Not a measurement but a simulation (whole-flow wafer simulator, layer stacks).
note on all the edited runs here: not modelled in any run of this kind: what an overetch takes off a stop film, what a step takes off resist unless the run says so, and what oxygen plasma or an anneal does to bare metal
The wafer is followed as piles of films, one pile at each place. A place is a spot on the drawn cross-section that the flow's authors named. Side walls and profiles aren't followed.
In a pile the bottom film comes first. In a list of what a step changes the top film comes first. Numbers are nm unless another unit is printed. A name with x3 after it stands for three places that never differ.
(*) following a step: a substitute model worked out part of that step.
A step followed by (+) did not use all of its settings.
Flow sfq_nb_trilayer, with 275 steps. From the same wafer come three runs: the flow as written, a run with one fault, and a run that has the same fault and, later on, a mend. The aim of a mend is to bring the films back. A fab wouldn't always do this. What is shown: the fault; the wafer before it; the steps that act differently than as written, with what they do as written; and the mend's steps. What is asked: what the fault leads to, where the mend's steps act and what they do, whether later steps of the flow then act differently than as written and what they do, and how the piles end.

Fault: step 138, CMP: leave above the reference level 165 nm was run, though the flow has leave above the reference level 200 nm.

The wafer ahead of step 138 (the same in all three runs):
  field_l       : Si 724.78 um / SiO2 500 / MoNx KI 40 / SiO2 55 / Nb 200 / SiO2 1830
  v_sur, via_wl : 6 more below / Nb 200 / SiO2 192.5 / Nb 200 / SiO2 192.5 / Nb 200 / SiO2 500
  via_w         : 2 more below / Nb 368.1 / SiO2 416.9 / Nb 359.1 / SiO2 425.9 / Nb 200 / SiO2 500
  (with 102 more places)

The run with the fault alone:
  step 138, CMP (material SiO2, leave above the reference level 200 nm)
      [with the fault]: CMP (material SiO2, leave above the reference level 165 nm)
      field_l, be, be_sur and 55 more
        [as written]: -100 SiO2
        [with the fault]: -135 SiO2
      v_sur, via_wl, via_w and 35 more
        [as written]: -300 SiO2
        [with the fault]: -335 SiO2
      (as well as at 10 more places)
  Steps further on in the flow that do not act as written (6 other steps are not shown; they differ only slightly, by no more than 2% or 0.5 nm, whichever is larger):
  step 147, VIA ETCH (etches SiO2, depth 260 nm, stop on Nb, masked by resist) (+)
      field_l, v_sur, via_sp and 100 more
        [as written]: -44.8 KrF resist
        [with the fault]: -42.6 KrF resist
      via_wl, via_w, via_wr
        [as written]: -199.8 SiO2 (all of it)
        [with the fault]: -164.8 SiO2 (all of it)
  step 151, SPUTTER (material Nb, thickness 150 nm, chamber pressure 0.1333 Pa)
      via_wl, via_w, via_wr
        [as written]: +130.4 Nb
        [with the fault]: +134.5 Nb
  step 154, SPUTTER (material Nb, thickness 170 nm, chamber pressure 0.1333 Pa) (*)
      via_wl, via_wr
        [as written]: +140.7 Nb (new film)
        [with the fault]: +146.8 Nb (new film)
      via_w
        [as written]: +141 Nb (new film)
        [with the fault]: +147.1 Nb (new film)
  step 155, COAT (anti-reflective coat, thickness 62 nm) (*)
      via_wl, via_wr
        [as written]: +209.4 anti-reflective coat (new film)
        [with the fault]: +175.6 anti-reflective coat (new film)
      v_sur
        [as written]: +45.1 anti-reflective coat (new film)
        [with the fault]: +46.6 anti-reflective coat (new film)
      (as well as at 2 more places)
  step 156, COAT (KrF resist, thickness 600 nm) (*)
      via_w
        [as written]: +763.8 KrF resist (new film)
        [with the fault]: +730.5 KrF resist (new film)
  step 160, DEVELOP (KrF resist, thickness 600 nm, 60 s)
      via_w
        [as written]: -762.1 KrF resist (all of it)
        [with the fault]: -728.9 KrF resist (all of it)
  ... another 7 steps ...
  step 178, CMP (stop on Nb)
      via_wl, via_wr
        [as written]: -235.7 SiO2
        [with the fault]: -274.7 SiO2
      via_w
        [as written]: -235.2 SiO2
        [with the fault]: -274.2 SiO2
  At v_sur, via_wl, via_w and 39 more, the piles at the end differ from the flow's by more than 2% or 0.5 nm, whichever is larger.
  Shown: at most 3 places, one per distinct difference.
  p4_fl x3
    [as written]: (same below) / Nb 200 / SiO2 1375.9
    [with the fault]: (same below) / Nb 200 / SiO2 1340.9
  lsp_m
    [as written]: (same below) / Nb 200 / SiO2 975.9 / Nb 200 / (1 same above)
    [with the fault]: (same below) / Nb 200 / SiO2 940.9 / Nb 200 / (1 same above)
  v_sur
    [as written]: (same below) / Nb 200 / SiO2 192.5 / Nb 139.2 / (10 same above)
    [with the fault]: (same below) / Nb 200 / SiO2 157.5 / Nb 139.2 / (10 same above)

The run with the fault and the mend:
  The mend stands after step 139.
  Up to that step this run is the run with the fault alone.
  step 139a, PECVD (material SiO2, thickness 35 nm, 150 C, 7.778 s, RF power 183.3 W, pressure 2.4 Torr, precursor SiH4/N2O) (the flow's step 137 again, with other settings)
      field_l, v_sur, via_wl and 103 more
        +35 SiO2
  Every later step of the flow that is run acts as written, at every place that is followed, to within 2% or 0.5 nm, whichever is larger.
  The piles end only slightly different from the flow's at the places that both follow, by no more than 2% or 0.5 nm, whichever is larger.
